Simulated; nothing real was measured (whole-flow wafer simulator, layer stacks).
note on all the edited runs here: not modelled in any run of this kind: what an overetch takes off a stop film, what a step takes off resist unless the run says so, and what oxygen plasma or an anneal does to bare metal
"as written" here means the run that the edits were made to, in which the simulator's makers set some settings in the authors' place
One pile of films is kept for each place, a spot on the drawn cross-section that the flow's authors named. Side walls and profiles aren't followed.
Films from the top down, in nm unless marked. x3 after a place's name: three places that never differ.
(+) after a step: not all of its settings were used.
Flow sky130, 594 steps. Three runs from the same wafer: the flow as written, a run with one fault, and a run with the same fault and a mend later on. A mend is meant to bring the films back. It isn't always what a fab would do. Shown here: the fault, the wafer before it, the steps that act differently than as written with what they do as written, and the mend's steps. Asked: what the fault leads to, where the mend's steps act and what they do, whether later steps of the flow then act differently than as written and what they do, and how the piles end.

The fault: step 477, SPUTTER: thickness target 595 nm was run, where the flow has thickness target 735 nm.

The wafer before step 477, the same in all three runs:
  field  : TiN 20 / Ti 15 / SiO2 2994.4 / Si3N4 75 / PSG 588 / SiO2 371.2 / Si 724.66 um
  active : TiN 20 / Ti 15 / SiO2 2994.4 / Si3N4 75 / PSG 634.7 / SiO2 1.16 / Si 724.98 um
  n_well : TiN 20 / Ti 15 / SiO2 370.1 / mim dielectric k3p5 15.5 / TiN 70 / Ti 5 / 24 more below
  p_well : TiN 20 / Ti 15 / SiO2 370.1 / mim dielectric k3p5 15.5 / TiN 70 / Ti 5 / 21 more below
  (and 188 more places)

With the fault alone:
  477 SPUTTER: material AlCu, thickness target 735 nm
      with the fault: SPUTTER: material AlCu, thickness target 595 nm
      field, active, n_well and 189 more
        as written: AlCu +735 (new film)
        with the fault: AlCu +595 (new film)
  Later steps of the flow that act differently than as written:
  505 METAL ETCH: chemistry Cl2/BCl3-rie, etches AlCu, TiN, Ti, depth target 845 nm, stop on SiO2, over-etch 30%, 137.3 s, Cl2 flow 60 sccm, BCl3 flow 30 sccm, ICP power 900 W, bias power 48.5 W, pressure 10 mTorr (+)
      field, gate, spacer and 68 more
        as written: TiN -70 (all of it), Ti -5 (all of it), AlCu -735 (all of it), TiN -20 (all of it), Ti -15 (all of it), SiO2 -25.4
        with the fault: TiN -70 (all of it), Ti -5 (all of it), AlCu -595 (all of it), TiN -20 (all of it), Ti -15 (all of it), SiO2 -39.4
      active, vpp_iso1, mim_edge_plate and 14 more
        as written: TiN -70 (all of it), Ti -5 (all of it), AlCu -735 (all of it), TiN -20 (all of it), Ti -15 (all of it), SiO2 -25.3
        with the fault: TiN -70 (all of it), Ti -5 (all of it), AlCu -595 (all of it), TiN -20 (all of it), Ti -15 (all of it), SiO2 -39.3
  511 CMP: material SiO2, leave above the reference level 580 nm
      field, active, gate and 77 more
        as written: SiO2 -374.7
        with the fault: SiO2 -500.7
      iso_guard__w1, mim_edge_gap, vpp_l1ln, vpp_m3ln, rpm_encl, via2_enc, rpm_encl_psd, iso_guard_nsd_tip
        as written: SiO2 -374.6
        with the fault: SiO2 -500.6
  At the end the piles differ from the flow's by more than 2% or 0.5 nm, whichever is larger, at field, active, n_well and 190 more.
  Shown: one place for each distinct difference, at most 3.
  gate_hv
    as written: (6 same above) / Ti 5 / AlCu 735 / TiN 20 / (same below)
    with the fault: (6 same above) / Ti 5 / AlCu 595 / TiN 20 / (same below)
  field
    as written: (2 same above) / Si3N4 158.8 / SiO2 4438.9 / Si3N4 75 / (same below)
    with the fault: (2 same above) / Si3N4 158.8 / SiO2 4298.9 / Si3N4 75 / (same below)
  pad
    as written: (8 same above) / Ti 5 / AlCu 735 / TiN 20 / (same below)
    with the fault: (8 same above) / Ti 5 / AlCu 595 / TiN 20 / (same below)

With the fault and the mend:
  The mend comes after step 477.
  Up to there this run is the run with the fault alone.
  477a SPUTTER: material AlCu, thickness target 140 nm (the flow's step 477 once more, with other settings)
      field, active, n_well and 189 more
        AlCu +140
  No later step of the flow acts differently than as written at any place that is followed.
  At the end the piles are the same as the flow's at every place that both follow.
